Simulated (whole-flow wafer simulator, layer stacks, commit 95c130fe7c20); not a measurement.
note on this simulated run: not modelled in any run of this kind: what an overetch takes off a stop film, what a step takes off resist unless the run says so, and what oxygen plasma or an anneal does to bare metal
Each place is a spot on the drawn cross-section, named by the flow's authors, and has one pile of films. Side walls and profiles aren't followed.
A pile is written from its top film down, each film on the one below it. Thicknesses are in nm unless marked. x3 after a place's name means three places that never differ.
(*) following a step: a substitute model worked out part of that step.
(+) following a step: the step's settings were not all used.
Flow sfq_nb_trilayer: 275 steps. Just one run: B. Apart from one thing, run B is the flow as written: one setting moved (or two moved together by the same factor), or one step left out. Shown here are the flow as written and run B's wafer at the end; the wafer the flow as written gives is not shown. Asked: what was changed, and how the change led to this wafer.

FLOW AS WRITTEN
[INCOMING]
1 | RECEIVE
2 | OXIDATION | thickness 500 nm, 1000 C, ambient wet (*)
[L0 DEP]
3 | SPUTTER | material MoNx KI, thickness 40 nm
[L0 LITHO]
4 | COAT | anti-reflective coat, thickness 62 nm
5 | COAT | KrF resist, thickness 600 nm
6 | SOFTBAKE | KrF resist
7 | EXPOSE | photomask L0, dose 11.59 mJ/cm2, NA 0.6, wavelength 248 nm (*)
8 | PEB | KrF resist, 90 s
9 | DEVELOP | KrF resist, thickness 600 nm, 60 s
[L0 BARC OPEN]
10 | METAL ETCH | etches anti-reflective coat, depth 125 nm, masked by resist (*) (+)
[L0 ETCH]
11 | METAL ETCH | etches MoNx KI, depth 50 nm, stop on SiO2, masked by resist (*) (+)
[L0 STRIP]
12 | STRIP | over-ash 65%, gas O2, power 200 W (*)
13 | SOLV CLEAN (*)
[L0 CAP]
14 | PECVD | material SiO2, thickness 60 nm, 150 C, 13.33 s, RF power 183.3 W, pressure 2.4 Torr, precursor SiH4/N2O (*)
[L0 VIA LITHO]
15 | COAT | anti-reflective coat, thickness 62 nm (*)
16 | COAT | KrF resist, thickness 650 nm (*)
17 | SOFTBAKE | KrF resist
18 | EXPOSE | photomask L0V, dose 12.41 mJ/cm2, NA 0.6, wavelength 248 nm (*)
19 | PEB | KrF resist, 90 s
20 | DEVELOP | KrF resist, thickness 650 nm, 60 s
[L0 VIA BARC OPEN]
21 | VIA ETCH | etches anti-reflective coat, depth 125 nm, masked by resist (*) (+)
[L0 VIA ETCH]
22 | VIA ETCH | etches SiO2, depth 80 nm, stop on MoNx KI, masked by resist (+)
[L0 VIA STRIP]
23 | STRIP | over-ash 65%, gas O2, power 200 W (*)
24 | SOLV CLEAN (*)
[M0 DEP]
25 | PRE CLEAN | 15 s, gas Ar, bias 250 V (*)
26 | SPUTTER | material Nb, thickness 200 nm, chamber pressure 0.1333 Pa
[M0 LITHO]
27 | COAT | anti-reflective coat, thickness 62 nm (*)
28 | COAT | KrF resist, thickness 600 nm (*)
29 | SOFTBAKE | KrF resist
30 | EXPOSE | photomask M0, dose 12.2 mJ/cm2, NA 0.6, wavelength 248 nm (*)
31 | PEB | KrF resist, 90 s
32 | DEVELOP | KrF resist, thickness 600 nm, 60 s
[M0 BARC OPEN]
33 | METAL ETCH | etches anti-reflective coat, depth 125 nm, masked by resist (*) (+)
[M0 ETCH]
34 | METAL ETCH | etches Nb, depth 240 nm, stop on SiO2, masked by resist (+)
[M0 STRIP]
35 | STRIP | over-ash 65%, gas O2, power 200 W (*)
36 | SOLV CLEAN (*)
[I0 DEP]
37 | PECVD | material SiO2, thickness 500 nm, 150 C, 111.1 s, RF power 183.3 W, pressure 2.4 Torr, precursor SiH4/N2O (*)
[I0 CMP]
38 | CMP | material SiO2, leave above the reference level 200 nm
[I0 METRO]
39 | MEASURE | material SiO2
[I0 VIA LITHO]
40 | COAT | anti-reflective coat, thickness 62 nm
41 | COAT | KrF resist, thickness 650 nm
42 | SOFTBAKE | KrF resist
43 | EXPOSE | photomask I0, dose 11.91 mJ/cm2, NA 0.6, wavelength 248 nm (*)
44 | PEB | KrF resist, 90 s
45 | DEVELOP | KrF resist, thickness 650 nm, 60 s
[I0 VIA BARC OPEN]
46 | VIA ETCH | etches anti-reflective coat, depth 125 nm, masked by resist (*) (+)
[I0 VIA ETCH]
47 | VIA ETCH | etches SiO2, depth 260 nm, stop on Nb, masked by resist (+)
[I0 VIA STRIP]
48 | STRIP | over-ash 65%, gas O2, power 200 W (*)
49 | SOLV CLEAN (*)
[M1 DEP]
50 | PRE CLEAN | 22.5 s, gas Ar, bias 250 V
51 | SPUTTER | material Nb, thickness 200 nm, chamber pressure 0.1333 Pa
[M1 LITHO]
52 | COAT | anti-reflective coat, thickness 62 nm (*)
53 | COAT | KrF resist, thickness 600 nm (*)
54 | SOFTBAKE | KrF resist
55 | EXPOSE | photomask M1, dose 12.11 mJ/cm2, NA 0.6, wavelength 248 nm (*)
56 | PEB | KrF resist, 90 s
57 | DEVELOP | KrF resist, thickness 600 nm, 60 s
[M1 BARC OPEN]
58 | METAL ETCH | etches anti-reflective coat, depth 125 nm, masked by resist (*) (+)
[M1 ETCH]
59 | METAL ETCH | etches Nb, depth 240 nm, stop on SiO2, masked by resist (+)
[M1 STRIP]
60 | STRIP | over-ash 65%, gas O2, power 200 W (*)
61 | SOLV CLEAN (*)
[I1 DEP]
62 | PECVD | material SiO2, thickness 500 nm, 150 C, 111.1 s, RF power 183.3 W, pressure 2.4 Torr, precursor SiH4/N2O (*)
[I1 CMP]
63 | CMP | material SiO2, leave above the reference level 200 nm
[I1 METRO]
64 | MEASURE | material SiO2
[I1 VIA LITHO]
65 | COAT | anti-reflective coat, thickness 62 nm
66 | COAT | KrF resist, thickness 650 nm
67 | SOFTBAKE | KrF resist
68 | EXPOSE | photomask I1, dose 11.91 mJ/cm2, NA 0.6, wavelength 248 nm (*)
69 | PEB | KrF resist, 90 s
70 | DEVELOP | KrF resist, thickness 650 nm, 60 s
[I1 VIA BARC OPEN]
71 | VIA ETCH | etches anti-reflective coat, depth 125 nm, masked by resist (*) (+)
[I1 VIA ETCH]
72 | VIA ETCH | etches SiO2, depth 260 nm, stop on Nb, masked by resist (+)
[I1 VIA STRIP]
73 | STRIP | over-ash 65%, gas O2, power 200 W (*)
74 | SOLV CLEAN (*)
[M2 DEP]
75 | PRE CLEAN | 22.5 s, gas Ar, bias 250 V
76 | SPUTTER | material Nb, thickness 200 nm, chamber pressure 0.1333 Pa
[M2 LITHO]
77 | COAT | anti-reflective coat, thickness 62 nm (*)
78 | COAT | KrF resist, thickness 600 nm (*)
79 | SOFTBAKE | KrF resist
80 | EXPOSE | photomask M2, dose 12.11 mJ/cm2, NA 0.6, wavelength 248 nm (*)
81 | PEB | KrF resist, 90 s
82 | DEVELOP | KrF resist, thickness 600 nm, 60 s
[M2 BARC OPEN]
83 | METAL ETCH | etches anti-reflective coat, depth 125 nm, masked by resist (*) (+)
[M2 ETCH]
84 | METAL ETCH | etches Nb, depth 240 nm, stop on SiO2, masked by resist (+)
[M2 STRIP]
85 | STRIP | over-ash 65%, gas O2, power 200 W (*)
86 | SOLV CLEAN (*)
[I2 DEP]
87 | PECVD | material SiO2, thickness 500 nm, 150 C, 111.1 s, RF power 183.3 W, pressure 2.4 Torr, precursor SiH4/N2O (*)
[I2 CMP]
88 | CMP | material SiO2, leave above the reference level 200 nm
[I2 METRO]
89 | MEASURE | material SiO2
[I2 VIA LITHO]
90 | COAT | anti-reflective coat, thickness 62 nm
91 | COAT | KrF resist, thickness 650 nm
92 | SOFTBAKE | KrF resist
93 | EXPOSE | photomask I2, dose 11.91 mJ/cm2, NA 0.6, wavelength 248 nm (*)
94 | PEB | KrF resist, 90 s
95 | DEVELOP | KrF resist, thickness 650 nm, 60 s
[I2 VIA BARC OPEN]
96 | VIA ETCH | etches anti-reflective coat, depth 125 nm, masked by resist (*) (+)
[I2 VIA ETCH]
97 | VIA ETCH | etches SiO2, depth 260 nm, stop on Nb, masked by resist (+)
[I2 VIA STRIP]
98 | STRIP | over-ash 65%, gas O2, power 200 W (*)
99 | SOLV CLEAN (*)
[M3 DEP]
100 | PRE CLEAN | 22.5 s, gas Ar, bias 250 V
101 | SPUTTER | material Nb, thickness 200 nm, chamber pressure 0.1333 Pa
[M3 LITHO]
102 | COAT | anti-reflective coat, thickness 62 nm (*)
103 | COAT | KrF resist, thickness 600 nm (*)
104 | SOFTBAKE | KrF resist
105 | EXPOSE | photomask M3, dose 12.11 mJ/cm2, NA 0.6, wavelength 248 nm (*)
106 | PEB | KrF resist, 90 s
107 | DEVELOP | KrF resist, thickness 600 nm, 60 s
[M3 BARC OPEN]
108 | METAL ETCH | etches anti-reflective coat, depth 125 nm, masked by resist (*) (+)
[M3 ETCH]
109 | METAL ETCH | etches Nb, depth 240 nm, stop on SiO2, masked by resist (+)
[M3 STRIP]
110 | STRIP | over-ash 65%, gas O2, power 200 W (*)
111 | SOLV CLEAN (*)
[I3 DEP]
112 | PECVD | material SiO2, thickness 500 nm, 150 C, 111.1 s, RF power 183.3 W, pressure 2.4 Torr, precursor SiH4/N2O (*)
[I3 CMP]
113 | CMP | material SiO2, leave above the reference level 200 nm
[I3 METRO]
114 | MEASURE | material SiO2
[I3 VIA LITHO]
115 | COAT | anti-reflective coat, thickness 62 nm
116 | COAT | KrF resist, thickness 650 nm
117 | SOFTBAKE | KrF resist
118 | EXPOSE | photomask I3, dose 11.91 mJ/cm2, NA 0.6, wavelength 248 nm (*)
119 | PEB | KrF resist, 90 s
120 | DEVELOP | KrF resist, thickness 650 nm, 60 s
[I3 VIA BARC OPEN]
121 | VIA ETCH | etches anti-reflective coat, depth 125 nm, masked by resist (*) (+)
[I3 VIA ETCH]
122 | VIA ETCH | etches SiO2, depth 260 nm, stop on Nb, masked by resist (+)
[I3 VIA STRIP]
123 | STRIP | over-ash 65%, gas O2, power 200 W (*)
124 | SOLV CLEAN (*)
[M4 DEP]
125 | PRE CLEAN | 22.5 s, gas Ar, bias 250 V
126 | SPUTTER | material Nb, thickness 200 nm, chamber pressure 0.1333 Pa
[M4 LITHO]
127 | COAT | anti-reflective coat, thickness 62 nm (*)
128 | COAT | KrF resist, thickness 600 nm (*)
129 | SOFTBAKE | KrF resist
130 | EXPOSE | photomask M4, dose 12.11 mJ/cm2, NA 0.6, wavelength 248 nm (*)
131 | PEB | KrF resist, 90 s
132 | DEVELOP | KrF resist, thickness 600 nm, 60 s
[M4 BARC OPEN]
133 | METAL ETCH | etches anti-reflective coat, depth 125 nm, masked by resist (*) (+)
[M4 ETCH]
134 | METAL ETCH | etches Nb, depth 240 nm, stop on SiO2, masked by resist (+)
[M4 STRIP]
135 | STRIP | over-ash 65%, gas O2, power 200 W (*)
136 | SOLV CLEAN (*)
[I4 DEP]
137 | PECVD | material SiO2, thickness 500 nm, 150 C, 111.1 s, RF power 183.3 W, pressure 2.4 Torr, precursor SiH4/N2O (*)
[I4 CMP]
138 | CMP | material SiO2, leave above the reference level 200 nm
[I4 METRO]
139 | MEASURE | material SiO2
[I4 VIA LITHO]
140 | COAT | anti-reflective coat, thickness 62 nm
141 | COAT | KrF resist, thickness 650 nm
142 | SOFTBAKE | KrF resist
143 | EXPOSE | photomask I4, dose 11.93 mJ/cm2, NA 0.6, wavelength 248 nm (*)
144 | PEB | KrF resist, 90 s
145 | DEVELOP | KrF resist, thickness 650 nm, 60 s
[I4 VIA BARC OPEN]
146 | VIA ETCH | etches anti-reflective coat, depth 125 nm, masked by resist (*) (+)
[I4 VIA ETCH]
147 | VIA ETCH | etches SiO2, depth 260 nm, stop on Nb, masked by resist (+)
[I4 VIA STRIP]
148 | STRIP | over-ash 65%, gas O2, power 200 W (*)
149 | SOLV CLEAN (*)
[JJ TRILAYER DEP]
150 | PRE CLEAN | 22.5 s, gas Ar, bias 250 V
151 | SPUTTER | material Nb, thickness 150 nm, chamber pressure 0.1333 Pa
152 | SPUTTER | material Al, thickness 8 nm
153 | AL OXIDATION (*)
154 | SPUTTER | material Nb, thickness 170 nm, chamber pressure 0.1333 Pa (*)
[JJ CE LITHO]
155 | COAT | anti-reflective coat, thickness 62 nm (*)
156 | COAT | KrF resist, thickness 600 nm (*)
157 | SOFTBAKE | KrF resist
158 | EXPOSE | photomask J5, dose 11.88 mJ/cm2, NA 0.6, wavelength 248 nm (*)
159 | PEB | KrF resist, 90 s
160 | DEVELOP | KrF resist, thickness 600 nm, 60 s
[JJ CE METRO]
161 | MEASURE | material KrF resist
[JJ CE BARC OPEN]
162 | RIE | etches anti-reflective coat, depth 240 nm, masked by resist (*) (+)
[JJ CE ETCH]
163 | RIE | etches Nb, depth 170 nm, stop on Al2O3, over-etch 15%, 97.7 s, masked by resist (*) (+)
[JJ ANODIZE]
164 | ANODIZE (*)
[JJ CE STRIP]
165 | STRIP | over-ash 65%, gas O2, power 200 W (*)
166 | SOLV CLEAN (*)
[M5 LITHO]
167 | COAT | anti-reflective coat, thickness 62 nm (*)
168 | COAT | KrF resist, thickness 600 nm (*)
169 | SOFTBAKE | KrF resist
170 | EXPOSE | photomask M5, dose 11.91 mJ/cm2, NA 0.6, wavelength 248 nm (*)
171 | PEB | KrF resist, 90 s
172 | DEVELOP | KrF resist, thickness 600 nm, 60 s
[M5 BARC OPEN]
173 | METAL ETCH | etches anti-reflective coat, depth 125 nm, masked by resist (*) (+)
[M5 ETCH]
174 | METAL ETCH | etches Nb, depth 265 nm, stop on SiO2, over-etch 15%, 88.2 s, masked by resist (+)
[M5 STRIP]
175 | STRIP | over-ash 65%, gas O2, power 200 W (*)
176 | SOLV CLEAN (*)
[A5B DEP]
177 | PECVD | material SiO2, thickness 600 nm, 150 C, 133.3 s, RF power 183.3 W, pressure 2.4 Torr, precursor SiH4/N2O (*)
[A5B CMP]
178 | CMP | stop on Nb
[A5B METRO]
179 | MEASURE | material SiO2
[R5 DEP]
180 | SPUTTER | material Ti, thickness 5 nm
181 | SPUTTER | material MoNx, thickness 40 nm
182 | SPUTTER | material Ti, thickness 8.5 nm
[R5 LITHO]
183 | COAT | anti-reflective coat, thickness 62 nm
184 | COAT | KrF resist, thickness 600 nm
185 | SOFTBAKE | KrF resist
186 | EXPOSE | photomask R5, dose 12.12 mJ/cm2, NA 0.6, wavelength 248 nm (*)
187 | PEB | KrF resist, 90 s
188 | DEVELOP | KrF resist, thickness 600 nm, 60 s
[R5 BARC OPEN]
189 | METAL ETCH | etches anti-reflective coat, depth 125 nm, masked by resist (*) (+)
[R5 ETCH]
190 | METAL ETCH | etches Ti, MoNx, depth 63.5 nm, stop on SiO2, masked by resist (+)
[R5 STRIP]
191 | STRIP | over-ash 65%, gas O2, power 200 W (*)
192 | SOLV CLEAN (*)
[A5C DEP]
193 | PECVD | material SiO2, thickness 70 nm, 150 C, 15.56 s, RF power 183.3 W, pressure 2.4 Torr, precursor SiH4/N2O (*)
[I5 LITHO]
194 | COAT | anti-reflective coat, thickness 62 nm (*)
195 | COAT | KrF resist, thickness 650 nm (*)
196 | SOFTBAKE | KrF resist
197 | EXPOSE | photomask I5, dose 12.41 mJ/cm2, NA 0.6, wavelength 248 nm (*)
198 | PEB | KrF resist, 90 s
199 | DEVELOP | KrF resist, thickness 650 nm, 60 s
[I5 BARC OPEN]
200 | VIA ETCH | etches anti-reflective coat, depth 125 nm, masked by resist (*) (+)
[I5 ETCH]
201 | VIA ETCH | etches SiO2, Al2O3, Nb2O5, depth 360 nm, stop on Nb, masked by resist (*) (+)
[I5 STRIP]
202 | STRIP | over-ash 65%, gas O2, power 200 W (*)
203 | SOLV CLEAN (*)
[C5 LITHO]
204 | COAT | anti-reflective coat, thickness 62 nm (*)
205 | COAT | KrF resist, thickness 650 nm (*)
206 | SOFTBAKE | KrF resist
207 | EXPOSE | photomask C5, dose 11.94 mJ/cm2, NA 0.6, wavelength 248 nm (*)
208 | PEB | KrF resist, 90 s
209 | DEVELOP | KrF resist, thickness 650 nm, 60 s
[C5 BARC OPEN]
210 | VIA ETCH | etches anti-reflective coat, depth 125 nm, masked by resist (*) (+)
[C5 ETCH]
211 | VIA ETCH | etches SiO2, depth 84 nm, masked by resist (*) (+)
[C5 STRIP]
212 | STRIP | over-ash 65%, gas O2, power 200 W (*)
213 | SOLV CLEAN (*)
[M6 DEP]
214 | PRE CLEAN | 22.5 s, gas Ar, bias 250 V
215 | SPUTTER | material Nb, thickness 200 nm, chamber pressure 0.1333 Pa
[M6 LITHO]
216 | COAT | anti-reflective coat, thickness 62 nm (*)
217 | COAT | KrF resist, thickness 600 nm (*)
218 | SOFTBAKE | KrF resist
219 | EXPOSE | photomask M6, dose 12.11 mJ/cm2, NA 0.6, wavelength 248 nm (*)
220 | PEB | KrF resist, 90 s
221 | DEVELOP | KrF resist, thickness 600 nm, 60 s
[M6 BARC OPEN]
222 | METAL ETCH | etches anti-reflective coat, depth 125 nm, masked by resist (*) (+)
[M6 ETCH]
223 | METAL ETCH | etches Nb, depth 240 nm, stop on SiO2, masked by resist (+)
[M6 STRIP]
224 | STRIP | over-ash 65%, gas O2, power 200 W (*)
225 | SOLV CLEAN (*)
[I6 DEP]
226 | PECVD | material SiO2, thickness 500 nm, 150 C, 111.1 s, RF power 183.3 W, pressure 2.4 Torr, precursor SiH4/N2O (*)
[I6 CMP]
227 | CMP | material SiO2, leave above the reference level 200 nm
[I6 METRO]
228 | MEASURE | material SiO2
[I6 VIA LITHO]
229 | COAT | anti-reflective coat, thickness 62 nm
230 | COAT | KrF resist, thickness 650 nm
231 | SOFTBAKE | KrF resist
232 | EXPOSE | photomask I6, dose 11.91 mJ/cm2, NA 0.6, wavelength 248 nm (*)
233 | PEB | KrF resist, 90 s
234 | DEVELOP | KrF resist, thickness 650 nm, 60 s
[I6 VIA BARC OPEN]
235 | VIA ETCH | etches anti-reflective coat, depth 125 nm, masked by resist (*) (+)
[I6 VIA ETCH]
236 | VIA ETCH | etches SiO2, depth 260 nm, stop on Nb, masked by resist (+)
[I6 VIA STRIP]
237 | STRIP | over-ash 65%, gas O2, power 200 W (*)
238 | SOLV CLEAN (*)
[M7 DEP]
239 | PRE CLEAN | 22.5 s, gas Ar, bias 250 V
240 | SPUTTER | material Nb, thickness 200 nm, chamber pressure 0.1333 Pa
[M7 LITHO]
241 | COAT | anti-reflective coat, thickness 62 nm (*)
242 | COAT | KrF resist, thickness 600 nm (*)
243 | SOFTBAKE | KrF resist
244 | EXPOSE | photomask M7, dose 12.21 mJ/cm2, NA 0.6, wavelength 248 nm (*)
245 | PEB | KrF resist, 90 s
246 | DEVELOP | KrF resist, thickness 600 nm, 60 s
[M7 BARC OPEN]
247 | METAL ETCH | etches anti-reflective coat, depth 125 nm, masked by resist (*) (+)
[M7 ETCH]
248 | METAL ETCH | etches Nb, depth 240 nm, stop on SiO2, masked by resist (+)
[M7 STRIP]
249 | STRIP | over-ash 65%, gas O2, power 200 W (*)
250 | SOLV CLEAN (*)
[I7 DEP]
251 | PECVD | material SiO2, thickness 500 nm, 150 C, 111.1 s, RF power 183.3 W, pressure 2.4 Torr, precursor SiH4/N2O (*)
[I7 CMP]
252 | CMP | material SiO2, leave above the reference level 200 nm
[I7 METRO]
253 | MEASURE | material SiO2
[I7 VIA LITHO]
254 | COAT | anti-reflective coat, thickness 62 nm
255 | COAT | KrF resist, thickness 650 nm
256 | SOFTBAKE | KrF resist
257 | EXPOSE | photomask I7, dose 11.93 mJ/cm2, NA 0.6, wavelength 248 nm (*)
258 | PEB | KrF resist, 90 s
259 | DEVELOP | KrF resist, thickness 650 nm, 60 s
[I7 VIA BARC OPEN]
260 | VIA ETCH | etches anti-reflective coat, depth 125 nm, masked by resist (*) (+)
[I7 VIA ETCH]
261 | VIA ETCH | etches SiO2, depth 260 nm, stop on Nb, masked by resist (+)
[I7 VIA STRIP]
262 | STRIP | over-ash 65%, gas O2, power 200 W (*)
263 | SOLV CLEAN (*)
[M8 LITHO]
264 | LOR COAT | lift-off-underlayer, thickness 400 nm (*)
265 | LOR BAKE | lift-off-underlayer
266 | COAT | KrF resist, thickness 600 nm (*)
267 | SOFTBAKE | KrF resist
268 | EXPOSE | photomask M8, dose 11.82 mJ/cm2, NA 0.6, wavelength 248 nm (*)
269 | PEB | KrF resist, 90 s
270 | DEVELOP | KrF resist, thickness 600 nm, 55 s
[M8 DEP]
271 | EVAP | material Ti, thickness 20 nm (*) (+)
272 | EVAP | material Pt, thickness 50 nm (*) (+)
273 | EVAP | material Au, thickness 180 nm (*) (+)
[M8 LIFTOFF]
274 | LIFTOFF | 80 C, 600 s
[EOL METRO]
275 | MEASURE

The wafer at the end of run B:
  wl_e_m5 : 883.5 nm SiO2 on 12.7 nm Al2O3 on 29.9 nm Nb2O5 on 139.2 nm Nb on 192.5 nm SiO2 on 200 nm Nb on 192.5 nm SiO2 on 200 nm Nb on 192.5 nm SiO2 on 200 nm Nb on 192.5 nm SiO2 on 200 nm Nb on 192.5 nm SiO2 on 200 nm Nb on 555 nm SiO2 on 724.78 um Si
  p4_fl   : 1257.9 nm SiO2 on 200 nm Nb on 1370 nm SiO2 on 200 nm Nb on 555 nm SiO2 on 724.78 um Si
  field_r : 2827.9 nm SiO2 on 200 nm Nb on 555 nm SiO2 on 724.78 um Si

What caused this: step 240, SPUTTER: thickness 82 nm was run, whereas the flow has thickness 200 nm.

How this came from the change, step by step:
  240 | SPUTTER | material Nb, thickness 200 nm, chamber pressure 0.1333 Pa
      field_l, v_sur, via_wl and 102 more: +82 Nb (new film) (in the flow as written it would be: +200 Nb (new film))
      via_v: +65.9 Nb (in the flow as written it would be: +161.1 Nb)
  241 | COAT | anti-reflective coat, thickness 62 nm (*)
      via_v: +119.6 anti-reflective coat (new film) (in the flow as written it would be: +126 anti-reflective coat (new film))
  248 | METAL ETCH | etches Nb, depth 240 nm, stop on SiO2, masked by resist (+)
      field_l, field_r, lsp_l and 62 more: -82 Nb (all of it) (in the flow as written it would be: -200 Nb (all of it))
      v_sur, via_wl, via_w and 38 more: -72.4 KrF resist (in the flow as written it would be: -141.2 KrF resist)
  249 | STRIP | over-ash 65%, gas O2, power 200 W (*)
      wl_j_sl, wl_jj, wl_j_sr and 14 more: -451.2 KrF resist (all of it), -62 anti-reflective coat (all of it) (in the flow as written it would be: -382.4 KrF resist (all of it), -62 anti-reflective coat (all of it))
      ln_m5, lsp_m, ln_m6, lsp_r: -450.8 KrF resist (all of it), -61.8 anti-reflective coat (all of it) (in the flow as written it would be: -381.9 KrF resist (all of it), -61.8 anti-reflective coat (all of it))
      (also at 20 further places)
  251 | PECVD | material SiO2, thickness 500 nm, 150 C, 111.1 s, RF power 183.3 W, pressure 2.4 Torr, precursor SiH4/N2O (*)
      field_r, lsp_l: +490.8 SiO2 (in the flow as written it would be: +477.7 SiO2)
      l0_sur, l0v: +500 SiO2 (in the flow as written it would be: +487.8 SiO2)
      (also at 3 further places)
  252 | CMP | material SiO2, leave above the reference level 200 nm
      field_l, p4_fl, p4_fm and 56 more: -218 SiO2 (in the flow as written it would be: -100 SiO2)
      field_r, lsp_l: -208.8 SiO2 (in the flow as written it would be: -77.7 SiO2)
      (also at 5 further places)
